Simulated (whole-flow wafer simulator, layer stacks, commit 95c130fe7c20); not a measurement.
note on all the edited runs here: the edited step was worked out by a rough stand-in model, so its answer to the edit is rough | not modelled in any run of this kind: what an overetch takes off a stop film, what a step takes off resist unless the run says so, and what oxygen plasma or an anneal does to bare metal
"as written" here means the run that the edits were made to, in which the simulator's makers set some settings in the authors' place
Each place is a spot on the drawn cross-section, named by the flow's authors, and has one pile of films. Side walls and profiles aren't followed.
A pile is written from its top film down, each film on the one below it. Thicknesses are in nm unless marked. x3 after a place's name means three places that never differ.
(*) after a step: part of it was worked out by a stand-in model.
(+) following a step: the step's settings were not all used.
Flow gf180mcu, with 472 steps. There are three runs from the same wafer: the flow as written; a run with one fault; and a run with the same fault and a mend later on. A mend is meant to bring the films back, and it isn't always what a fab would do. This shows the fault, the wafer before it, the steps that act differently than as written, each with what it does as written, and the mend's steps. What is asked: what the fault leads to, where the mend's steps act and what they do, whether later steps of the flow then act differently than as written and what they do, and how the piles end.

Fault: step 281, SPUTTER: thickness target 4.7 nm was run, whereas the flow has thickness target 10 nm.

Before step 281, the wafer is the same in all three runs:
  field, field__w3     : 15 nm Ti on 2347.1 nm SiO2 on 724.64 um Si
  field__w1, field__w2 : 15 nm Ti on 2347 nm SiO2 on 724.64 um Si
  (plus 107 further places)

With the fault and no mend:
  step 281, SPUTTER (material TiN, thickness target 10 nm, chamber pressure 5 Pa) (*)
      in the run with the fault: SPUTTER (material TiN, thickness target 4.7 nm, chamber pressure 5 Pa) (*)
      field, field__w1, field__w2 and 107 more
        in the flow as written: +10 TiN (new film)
        in the run with the fault: +4.7 TiN (new film)
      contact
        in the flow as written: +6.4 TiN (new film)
        in the run with the fault: +3.01 TiN (new film)
  Steps later in the flow that act otherwise than as written (1 more step, not shown, differs only slightly: by at most 2% or 0.5 nm, whichever is larger):
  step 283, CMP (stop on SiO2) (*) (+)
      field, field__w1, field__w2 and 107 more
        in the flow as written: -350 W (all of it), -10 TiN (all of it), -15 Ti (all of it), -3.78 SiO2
        in the run with the fault: -350 W (all of it), -4.7 TiN (all of it), -15 Ti (all of it), -3.73 SiO2
  The piles end different from the flow's at contact by more than 2% or 0.5 nm, whichever is larger.
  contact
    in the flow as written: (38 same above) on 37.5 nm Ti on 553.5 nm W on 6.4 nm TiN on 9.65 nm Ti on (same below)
    in the run with the fault: (38 same above) on 37.5 nm Ti on 556.9 nm W on 3.01 nm TiN on 9.65 nm Ti on (same below)

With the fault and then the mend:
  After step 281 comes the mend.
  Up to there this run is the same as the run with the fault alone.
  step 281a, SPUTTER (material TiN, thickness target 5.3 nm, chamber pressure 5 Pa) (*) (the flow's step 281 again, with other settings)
      field, field__w1, field__w2 and 107 more
        +5.3 TiN
      contact
        +3.39 TiN
  Every later step of the flow that is run acts as written at every place that is followed.
  The piles end the same as the flow's at every place that both follow.
